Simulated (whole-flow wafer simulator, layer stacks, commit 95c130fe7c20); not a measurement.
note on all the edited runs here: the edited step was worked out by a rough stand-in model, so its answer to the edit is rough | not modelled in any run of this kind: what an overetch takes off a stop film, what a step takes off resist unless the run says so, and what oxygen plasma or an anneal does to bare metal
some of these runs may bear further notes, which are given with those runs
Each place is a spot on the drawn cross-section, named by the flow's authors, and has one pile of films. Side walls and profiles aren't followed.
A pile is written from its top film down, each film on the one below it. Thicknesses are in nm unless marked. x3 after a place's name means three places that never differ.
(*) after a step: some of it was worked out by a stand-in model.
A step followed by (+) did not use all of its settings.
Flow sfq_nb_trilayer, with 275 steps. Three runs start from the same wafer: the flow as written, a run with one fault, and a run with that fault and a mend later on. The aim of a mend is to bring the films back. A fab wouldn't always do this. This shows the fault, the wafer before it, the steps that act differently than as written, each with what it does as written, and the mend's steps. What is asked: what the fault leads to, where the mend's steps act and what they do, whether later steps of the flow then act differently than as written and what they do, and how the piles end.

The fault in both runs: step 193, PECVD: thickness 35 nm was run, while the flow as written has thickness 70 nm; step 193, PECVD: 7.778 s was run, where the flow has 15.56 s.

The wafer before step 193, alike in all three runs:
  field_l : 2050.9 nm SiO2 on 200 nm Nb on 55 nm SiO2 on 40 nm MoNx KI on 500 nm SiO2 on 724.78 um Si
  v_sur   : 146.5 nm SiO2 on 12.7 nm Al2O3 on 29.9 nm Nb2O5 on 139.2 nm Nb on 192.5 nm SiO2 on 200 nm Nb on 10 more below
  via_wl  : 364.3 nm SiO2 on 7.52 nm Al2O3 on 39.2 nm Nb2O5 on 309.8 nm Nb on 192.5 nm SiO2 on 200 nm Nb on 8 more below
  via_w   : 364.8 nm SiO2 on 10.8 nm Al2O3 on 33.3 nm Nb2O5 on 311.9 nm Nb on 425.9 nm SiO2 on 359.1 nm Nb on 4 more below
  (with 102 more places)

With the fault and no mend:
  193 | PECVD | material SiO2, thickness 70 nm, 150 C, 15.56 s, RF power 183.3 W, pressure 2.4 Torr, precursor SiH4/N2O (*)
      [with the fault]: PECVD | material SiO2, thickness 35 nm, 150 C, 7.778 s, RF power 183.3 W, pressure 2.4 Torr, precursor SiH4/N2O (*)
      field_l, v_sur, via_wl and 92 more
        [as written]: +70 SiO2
        [with the fault]: +35 SiO2
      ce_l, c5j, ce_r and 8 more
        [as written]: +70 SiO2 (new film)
        [with the fault]: +35 SiO2 (new film)
  Steps later in the flow that act otherwise than as written (10 other steps are not shown; they differ only slightly, by no more than 2% or 0.5 nm, whichever is larger):
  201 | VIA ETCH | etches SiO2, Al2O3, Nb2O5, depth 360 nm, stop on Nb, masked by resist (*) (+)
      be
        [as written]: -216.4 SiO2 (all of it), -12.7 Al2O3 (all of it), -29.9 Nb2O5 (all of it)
        [with the fault]: -181.4 SiO2 (all of it), -12.7 Al2O3 (all of it), -29.9 Nb2O5 (all of it)
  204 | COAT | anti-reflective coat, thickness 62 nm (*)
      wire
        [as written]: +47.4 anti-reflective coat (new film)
        [with the fault]: +48.5 anti-reflective coat (new film)
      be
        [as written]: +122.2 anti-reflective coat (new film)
        [with the fault]: +116.9 anti-reflective coat (new film)
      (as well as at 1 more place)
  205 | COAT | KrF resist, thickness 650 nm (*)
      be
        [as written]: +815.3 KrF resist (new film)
        [with the fault]: +790.4 KrF resist (new film)
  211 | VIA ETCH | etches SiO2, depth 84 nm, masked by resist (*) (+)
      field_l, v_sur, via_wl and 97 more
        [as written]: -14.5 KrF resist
        [with the fault]: -9.01 KrF resist
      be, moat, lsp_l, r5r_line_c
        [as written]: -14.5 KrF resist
        [with the fault]: -9.02 KrF resist
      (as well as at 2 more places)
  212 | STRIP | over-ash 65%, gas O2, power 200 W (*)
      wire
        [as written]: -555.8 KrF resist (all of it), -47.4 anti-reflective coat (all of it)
        [with the fault]: -563.1 KrF resist (all of it), -48.5 anti-reflective coat (all of it)
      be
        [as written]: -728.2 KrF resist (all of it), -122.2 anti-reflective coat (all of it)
        [with the fault]: -708.7 KrF resist (all of it), -116.9 anti-reflective coat (all of it)
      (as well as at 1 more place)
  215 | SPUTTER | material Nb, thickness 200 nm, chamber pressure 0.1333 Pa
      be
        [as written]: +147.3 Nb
        [with the fault]: +155.4 Nb
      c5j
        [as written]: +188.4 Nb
        [with the fault]: +197.1 Nb
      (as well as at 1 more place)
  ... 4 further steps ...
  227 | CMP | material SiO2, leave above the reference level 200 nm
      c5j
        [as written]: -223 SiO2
        [with the fault]: -251.7 SiO2
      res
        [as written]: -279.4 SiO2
        [with the fault]: -321.5 SiO2
  The piles end different from the flow's at v_sur, via_wl, via_w and 79 more by more than 2% or 0.5 nm, whichever is larger.
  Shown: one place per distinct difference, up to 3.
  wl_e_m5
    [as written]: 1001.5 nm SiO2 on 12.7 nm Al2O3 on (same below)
    [with the fault]: 966.5 nm SiO2 on 12.7 nm Al2O3 on (same below)
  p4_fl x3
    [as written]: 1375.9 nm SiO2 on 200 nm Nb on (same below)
    [with the fault]: 1340.9 nm SiO2 on 200 nm Nb on (same below)
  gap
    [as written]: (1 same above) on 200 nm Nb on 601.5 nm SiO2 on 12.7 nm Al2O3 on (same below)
    [with the fault]: (1 same above) on 200 nm Nb on 566.5 nm SiO2 on 12.7 nm Al2O3 on (same below)

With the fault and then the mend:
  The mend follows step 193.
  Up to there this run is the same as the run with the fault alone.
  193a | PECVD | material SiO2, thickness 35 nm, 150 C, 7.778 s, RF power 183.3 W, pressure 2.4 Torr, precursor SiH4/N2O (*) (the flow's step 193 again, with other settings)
      field_l, v_sur, via_wl and 103 more
        +35 SiO2
  Every later step of the flow that is run acts as written, at every place that is followed, to within 2% or 0.5 nm, whichever is larger.
  At every place that both follow, the piles at the end match the flow's.
